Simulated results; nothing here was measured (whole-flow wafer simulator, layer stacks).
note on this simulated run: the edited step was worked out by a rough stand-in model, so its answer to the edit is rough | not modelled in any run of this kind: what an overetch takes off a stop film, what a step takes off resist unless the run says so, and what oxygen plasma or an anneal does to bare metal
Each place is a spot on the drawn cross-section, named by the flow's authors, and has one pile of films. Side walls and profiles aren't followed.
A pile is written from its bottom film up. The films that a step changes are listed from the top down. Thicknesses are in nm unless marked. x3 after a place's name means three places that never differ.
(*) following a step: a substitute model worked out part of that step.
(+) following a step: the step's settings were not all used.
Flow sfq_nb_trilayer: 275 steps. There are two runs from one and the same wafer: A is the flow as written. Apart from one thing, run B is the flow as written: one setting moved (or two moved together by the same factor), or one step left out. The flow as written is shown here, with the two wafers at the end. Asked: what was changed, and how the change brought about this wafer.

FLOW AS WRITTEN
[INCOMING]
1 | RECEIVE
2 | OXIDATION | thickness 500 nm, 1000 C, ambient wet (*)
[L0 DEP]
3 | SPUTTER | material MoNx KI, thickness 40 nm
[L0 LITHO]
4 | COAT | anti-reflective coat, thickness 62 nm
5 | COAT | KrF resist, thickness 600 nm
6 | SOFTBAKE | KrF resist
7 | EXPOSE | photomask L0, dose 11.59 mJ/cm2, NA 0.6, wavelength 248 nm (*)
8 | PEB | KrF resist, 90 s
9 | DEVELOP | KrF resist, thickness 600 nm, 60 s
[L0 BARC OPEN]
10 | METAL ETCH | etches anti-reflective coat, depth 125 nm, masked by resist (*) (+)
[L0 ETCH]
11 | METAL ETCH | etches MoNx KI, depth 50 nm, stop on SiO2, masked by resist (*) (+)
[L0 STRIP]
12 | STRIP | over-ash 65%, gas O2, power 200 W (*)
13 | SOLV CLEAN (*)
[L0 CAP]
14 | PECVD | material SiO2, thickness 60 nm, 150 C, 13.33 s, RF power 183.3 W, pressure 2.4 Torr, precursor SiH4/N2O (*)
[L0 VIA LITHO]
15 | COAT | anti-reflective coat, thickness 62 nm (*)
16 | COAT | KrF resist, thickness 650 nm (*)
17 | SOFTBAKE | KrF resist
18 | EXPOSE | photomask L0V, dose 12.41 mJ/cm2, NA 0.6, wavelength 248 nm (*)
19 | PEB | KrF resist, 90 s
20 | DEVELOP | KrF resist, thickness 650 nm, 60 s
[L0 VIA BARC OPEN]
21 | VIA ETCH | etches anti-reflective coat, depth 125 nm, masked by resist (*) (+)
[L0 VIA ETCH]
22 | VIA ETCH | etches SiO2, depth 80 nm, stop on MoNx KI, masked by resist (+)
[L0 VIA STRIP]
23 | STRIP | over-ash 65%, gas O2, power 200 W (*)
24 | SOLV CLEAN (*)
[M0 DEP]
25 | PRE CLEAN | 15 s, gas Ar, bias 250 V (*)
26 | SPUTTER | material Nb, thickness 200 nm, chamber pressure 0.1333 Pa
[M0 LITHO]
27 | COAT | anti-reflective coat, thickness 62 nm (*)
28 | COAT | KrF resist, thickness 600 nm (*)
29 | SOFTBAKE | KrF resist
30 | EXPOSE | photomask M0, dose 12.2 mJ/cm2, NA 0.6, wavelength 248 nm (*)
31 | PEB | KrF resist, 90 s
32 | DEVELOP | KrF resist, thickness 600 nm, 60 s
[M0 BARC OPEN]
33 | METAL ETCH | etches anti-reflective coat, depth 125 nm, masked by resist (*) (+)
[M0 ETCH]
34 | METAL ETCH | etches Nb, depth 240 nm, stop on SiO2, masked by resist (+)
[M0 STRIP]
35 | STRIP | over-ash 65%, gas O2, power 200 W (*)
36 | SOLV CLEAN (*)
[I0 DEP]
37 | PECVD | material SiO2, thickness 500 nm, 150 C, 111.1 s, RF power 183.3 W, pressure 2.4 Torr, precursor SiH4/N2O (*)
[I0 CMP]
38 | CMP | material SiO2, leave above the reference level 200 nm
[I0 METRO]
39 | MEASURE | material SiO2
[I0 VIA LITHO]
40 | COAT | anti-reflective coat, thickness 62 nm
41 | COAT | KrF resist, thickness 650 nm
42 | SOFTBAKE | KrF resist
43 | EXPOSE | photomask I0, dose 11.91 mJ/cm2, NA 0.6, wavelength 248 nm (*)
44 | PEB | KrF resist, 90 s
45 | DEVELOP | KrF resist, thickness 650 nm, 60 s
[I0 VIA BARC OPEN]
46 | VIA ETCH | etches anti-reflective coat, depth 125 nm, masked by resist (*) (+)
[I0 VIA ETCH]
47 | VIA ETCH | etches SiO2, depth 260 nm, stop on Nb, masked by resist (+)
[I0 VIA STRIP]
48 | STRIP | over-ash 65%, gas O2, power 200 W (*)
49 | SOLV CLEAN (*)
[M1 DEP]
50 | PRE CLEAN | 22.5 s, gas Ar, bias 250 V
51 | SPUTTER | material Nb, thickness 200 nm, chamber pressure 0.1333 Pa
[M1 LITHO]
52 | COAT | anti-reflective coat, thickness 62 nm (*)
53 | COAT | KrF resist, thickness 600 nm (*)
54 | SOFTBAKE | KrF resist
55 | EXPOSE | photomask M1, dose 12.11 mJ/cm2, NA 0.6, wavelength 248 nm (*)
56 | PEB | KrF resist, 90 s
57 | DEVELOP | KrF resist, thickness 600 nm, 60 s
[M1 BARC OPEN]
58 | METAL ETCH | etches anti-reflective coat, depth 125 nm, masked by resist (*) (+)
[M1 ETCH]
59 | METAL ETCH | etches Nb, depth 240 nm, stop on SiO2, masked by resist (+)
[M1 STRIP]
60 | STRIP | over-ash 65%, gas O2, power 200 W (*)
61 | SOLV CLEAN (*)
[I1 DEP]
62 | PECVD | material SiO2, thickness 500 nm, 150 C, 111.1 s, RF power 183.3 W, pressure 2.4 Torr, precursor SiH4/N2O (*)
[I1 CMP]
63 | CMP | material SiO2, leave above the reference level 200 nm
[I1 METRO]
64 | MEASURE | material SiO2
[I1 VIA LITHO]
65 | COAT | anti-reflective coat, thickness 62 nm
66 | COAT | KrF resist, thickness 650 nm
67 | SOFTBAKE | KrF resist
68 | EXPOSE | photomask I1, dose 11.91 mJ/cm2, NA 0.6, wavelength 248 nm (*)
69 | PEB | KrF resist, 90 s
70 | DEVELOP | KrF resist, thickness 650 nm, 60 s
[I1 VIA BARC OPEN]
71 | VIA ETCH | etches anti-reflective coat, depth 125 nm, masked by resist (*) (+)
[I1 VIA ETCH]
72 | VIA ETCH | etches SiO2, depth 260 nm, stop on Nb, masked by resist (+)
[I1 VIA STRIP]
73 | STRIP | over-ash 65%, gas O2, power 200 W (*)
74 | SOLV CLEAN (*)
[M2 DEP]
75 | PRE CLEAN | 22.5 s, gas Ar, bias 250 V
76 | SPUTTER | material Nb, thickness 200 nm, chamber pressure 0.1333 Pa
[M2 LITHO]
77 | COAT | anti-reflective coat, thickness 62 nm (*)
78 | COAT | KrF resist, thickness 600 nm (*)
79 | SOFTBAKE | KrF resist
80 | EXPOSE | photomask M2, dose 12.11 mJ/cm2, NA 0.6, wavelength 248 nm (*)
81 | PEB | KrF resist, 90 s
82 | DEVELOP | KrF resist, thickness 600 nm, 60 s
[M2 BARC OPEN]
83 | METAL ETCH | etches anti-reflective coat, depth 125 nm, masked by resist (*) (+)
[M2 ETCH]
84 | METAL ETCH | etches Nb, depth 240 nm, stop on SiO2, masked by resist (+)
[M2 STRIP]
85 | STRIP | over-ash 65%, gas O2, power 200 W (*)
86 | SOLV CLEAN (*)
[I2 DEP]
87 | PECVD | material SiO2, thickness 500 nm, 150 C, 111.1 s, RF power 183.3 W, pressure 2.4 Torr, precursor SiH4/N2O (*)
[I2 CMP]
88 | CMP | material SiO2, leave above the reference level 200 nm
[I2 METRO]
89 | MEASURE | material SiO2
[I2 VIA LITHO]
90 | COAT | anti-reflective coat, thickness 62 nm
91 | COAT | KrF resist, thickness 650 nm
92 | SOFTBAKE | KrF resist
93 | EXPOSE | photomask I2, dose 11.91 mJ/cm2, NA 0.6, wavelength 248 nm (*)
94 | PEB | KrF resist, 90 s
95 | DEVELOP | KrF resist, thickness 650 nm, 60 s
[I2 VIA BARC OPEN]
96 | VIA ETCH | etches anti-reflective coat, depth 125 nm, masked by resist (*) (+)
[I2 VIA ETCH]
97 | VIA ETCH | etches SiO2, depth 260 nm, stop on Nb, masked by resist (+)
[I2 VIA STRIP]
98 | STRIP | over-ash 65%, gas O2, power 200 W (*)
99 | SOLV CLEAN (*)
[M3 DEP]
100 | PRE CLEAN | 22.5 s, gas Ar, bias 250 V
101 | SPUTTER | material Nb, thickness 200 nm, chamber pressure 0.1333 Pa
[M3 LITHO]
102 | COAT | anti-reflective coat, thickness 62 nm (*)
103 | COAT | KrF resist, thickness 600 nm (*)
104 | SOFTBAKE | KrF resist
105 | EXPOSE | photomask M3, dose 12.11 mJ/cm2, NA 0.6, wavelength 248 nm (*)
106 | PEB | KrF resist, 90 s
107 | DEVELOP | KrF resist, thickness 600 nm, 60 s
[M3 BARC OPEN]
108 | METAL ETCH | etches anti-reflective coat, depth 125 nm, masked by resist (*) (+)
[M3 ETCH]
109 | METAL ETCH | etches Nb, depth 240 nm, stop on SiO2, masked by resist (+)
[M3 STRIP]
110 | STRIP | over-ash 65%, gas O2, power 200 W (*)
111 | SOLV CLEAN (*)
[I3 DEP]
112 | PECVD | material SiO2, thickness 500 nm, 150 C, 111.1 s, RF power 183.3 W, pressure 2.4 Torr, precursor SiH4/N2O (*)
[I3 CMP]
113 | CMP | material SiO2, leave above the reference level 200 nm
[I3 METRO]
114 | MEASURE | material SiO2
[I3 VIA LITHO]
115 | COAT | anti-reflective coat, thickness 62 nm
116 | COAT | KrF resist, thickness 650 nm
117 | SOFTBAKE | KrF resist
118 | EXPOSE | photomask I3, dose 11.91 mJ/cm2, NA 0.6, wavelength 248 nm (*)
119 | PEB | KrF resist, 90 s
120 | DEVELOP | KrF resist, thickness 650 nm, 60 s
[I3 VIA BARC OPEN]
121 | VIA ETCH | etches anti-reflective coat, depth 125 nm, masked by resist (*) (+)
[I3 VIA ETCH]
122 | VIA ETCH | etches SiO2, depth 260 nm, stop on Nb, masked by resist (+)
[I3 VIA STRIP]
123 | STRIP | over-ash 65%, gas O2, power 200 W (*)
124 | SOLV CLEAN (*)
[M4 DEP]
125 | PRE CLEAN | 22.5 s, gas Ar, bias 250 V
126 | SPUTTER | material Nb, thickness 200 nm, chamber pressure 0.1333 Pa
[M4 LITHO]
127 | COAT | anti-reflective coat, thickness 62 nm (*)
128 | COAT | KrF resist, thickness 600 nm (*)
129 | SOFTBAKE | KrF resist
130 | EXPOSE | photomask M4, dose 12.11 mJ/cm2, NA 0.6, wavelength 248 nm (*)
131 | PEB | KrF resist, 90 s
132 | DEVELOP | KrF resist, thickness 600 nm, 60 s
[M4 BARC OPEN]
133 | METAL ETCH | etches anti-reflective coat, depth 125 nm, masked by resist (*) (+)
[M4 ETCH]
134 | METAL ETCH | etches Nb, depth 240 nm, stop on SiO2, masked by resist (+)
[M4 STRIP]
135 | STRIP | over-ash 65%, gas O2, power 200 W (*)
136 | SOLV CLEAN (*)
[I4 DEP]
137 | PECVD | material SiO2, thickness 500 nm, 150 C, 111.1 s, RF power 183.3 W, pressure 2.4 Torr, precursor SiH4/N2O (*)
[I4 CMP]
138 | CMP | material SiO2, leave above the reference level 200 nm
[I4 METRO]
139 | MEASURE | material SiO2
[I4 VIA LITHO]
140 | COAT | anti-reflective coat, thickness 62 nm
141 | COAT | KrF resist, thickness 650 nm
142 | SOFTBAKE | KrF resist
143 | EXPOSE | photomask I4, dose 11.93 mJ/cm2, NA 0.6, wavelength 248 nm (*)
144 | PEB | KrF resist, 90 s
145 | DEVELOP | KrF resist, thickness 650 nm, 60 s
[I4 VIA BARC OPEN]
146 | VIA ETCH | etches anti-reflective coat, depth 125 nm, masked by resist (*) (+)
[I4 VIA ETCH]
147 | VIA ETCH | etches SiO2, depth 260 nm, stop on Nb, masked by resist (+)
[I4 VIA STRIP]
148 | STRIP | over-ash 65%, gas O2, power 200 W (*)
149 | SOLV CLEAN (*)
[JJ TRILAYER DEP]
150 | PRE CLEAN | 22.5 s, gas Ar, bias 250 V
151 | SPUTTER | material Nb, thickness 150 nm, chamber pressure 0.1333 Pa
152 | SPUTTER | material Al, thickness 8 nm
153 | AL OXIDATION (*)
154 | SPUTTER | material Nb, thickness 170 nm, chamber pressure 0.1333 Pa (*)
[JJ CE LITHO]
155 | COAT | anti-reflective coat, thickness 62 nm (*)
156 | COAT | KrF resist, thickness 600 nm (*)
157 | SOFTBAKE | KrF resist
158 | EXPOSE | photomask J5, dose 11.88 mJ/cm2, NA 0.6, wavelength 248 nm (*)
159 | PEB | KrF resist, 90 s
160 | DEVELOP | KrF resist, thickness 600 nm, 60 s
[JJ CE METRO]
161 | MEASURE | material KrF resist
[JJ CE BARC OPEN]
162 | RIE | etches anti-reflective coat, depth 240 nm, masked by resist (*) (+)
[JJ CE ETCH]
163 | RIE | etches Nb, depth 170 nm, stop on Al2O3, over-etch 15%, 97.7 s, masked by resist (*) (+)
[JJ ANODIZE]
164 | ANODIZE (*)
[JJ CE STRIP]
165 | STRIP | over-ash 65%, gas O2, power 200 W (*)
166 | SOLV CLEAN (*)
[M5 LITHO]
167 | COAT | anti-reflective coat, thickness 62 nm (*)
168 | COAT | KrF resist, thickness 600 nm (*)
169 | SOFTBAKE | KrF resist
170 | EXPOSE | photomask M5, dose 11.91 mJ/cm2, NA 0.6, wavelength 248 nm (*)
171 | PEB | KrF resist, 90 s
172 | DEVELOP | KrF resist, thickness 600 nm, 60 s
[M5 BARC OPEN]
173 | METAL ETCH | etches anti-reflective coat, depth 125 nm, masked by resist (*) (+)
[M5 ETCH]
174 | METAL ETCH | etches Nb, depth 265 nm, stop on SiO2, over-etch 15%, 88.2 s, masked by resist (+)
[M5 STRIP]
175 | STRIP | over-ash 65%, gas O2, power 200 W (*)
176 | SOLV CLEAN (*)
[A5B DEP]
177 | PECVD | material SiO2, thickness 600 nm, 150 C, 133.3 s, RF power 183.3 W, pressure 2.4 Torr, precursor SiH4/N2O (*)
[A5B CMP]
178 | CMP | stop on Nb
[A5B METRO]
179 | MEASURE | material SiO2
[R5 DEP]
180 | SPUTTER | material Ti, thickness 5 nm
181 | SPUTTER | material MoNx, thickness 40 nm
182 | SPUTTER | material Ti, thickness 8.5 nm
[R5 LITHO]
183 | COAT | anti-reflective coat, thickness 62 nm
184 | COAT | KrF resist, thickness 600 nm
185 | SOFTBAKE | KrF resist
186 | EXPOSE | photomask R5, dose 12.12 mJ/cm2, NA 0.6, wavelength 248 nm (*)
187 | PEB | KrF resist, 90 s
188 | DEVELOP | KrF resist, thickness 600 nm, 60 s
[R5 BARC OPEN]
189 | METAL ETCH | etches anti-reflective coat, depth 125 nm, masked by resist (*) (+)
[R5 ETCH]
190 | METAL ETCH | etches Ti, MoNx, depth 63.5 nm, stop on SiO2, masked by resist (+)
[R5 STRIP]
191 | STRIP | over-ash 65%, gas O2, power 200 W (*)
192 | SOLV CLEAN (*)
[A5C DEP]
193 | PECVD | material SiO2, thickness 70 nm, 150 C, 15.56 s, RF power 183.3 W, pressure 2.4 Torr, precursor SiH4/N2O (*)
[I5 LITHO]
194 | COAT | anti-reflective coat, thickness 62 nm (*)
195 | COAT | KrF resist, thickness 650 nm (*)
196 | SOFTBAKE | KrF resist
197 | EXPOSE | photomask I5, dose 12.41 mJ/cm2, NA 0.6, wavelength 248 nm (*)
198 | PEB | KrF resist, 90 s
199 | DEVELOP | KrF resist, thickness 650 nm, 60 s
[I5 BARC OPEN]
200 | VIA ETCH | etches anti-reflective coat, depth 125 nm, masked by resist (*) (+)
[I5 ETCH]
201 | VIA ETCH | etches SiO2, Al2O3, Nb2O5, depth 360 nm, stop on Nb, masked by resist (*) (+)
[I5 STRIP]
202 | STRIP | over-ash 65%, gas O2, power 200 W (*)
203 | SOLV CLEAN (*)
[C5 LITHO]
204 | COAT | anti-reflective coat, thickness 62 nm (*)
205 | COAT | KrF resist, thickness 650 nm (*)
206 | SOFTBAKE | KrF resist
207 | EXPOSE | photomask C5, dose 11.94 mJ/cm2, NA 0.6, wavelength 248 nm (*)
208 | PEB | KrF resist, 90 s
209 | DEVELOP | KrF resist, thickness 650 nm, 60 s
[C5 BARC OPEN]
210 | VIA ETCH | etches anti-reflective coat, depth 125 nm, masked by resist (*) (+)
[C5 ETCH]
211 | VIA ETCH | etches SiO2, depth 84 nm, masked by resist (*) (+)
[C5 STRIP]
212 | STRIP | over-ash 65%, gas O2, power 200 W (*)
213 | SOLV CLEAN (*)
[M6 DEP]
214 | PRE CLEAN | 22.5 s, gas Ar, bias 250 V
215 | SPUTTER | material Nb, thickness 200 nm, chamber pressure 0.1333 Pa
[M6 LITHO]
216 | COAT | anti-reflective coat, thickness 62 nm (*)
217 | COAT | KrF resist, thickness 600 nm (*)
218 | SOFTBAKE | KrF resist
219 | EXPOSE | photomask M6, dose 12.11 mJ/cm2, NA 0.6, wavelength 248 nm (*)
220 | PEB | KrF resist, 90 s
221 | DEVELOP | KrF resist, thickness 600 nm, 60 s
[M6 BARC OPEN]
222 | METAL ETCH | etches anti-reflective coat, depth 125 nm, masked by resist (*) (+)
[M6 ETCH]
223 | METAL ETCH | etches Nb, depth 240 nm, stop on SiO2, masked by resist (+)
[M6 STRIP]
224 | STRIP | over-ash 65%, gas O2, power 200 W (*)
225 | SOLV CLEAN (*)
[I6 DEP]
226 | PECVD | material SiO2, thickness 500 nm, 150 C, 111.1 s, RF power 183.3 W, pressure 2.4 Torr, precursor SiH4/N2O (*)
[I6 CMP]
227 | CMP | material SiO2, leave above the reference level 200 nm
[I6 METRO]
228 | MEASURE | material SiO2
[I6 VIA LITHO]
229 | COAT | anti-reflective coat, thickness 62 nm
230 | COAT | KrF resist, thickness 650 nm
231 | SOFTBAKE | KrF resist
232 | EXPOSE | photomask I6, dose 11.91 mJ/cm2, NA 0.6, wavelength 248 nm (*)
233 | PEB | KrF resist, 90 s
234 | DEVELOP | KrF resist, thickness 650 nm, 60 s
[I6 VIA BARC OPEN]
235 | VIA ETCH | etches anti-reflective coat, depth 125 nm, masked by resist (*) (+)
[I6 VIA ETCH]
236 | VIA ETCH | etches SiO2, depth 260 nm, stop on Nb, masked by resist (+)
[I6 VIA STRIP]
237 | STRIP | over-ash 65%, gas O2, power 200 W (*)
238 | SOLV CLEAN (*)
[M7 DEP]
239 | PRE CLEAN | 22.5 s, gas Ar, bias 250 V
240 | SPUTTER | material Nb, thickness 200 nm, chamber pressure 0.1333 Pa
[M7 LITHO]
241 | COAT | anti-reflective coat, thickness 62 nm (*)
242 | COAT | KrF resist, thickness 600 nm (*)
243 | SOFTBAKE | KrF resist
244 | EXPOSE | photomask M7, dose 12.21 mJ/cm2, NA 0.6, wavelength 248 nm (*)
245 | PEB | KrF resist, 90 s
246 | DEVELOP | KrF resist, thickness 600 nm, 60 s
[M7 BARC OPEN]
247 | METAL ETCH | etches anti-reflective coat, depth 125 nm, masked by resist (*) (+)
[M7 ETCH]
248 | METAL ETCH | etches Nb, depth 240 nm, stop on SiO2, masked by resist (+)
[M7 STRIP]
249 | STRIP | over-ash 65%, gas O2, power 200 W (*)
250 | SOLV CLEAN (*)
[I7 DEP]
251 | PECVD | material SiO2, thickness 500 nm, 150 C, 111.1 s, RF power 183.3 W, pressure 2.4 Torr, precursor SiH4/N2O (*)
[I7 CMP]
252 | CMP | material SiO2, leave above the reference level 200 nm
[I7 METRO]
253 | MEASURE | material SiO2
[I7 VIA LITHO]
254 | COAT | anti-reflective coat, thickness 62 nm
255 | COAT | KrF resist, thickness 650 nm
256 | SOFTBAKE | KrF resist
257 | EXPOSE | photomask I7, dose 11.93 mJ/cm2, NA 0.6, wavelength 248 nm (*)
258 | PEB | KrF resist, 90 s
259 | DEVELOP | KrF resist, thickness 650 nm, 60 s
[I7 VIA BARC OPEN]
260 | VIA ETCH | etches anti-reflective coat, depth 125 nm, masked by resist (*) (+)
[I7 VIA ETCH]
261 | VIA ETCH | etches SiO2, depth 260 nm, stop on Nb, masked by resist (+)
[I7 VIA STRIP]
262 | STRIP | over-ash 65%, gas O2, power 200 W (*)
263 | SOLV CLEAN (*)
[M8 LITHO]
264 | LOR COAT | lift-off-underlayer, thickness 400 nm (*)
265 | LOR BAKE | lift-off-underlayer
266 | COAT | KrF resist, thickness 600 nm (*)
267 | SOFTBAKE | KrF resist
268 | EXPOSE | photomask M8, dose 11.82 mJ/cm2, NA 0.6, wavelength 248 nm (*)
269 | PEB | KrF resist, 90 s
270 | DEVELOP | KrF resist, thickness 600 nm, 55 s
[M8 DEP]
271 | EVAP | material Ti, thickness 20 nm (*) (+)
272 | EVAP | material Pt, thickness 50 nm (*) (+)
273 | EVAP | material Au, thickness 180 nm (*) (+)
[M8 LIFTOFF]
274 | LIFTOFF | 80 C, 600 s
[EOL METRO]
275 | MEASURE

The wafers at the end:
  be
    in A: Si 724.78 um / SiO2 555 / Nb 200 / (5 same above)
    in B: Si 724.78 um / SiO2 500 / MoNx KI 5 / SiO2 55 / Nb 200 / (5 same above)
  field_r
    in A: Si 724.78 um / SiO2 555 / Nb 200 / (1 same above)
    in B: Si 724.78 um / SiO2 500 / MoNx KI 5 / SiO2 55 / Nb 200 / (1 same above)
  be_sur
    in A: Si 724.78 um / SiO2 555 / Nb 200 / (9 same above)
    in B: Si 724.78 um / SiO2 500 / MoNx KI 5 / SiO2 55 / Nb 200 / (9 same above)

What caused this: step 11, METAL ETCH: depth 35 nm was run, while the flow as written has depth 50 nm.

How this came from the change, step by step:
  11 | METAL ETCH | etches MoNx KI, depth 50 nm, stop on SiO2, masked by resist (*) (+)
      v_sur, via_wl, via_w and 97 more: A -40 MoNx KI (all of it) | B -35 MoNx KI
      field_l, l0_sur, l0v, l0r_line_l, l0r_line_c, l0r_line_r: A -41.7 KrF resist | B -29.2 KrF resist
  12 | STRIP | over-ash 65%, gas O2, power 200 W (*)
      field_l, l0_sur, l0v, l0r_line_l, l0r_line_c, l0r_line_r: A -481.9 KrF resist (all of it), -62 anti-reflective coat (all of it) | B -494.4 KrF resist (all of it), -62 anti-reflective coat (all of it)
  14 | PECVD | material SiO2, thickness 60 nm, 150 C, 13.33 s, RF power 183.3 W, pressure 2.4 Torr, precursor SiH4/N2O (*)
      v_sur, via_wl, via_w and 97 more: A +60 SiO2 | B +60 SiO2 (new film)
  15 | COAT | anti-reflective coat, thickness 62 nm (*)
      l0r_space_c: A +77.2 anti-reflective coat (new film) | B +75.4 anti-reflective coat (new film)
  23 | STRIP | over-ash 65%, gas O2, power 200 W (*)
      l0r_space_c: A -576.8 KrF resist (all of it), -77.2 anti-reflective coat (all of it) | B -574.6 KrF resist (all of it), -75.4 anti-reflective coat (all of it)
  27 | COAT | anti-reflective coat, thickness 62 nm (*)
      l0r_space_c: A +78 anti-reflective coat (new film) | B +75.9 anti-reflective coat (new film)
  35 | STRIP | over-ash 65%, gas O2, power 200 W (*)
      l0r_space_c: A -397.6 KrF resist (all of it), -78 anti-reflective coat (all of it) | B -395.7 KrF resist (all of it), -75.9 anti-reflective coat (all of it)
With metal films that touch counted as one body, be has 4 bodies (between them, from the top down: SiO2 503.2; SiO2 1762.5; SiO2 55); the flow as written gives 3 bodies (between them, from the top down: SiO2 503.2; SiO2 1762.5).
With metal films that touch counted as one body, field_r has 2 bodies (between them, from the top down: SiO2 55); the flow as written gives 1 body.
With metal films that touch counted as one body, be_sur has 5 bodies (between them, from the top down: SiO2 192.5; SiO2 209 / Al2O3 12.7 / Nb2O5 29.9; SiO2 1762.5; SiO2 55); the flow as written gives 4 bodies (between them, from the top down: SiO2 192.5; SiO2 209 / Al2O3 12.7 / Nb2O5 29.9; SiO2 1762.5).
